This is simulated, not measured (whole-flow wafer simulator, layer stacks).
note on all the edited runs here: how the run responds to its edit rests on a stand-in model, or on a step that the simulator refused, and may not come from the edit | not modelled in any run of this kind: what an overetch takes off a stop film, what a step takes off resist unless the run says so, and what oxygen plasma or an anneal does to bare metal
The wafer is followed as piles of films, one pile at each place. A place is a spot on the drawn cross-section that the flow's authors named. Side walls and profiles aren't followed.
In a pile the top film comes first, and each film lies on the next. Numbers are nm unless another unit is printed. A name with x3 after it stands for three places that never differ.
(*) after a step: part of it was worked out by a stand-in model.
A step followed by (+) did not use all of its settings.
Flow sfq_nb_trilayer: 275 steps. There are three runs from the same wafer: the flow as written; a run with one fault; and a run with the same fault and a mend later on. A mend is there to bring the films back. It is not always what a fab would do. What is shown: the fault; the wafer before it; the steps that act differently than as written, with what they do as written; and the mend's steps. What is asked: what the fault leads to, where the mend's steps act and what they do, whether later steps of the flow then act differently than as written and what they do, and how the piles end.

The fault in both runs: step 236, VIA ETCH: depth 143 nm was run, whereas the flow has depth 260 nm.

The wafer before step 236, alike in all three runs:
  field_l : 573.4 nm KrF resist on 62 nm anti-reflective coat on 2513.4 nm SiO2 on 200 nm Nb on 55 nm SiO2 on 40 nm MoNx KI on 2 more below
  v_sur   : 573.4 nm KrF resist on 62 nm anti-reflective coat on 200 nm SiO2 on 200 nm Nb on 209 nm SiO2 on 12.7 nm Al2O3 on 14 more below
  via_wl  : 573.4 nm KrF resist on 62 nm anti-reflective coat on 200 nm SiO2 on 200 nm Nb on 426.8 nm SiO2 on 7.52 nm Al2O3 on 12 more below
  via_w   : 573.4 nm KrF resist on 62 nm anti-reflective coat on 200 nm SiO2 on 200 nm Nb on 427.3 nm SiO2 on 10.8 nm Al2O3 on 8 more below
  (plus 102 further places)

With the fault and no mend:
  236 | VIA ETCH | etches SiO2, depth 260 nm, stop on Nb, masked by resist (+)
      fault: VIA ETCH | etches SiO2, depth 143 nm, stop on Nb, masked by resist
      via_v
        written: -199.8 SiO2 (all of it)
        fault: -143 SiO2
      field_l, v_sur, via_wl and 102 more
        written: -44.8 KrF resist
        fault: -24.7 KrF resist
  Steps later in the flow that act otherwise than as written (3 more steps, not shown, differ only slightly: by at most 2% or 0.5 nm, whichever is larger):
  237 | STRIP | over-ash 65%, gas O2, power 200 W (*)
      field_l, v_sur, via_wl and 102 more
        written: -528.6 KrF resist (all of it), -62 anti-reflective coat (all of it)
        fault: -548.8 KrF resist (all of it), -62 anti-reflective coat (all of it)
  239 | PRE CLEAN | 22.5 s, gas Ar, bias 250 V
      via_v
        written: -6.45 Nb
        fault: -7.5 SiO2
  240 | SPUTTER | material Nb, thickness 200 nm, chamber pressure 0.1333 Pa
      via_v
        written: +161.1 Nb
        fault: +174.6 Nb (new film)
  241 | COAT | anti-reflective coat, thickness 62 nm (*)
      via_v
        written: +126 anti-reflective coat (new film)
        fault: +112.3 anti-reflective coat (new film)
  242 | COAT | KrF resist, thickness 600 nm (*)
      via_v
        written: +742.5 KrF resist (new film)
        fault: +695.9 KrF resist (new film)
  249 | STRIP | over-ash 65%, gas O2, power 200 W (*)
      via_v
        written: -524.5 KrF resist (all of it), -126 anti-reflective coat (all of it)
        fault: -478.1 KrF resist (all of it), -112.3 anti-reflective coat (all of it)
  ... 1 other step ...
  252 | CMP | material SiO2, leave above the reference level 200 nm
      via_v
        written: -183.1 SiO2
        fault: -157.1 SiO2
  The piles end different from the flow's at via_v by more than 2% or 0.5 nm, whichever is larger.
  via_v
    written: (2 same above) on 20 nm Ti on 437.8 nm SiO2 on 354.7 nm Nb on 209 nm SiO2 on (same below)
    fault: (2 same above) on 20 nm Ti on 368.5 nm SiO2 on 174.6 nm Nb on 49.3 nm SiO2 on 200 nm Nb on 209 nm SiO2 on (same below)

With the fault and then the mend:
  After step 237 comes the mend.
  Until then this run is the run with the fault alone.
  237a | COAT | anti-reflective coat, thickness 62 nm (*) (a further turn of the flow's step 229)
      p4_fl x3, p4_w1 x9, p4_g1 x2 and 63 more
        +62 anti-reflective coat (new film)
      r_sur, res, r_end and 9 more
        +61.8 anti-reflective coat (new film)
      c5j, ce_r, sp_r, be_r
        +61.7 anti-reflective coat (new film)
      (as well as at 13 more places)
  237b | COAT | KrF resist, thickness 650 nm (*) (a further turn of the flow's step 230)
      p4_fl x3, p4_w1 x9, p4_g1 x2 and 63 more
        +650 KrF resist (new film)
      ln_m5, lsp_m, ln_m6, lsp_r, l0_sur, l0v
        +649.7 KrF resist (new film)
      r_end, moat, field_r, lsp_l
        +649.6 KrF resist (new film)
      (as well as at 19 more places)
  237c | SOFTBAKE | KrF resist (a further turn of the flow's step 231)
      leaves every film unchanged at each place that is followed
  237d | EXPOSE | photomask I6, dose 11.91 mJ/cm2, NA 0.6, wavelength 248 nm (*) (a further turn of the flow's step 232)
      leaves every film unchanged at each place that is followed
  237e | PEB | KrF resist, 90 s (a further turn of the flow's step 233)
      ce_l, c5j, ce_r and 91 more
        -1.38 KrF resist
      field_l, v_sur, via_wl and 8 more
        -1.37 KrF resist
      via_v
        -1.58 KrF resist
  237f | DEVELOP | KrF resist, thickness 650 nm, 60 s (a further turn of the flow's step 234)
      field_l, v_sur, via_wl and 102 more
        -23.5 KrF resist
      via_v
        -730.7 KrF resist (all of it)
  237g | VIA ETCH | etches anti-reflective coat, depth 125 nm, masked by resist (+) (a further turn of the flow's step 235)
      field_l, v_sur, via_wl and 102 more
        -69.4 KrF resist
      via_v
        -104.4 anti-reflective coat (all of it), -0.1 SiO2
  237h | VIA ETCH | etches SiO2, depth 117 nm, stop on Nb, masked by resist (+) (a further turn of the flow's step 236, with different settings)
      field_l, v_sur, via_wl and 102 more
        -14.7 KrF resist
      via_v
        -56.7 SiO2 (all of it)
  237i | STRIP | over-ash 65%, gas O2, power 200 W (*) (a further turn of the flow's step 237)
      p4_fl x3, p4_w1 x9, p4_g1 x2 and 63 more
        -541 KrF resist (all of it), -62 anti-reflective coat (all of it)
      ln_m5, lsp_m, ln_m6, lsp_r, l0_sur, l0v
        -540.7 KrF resist (all of it), -61.8 anti-reflective coat (all of it)
      r_end, moat, field_r, lsp_l
        -540.6 KrF resist (all of it), -61.8 anti-reflective coat (all of it)
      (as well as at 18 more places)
  Later steps of the flow that are run all act as written at every place that is followed.
  The piles end the same as the flow's at every place that both follow.
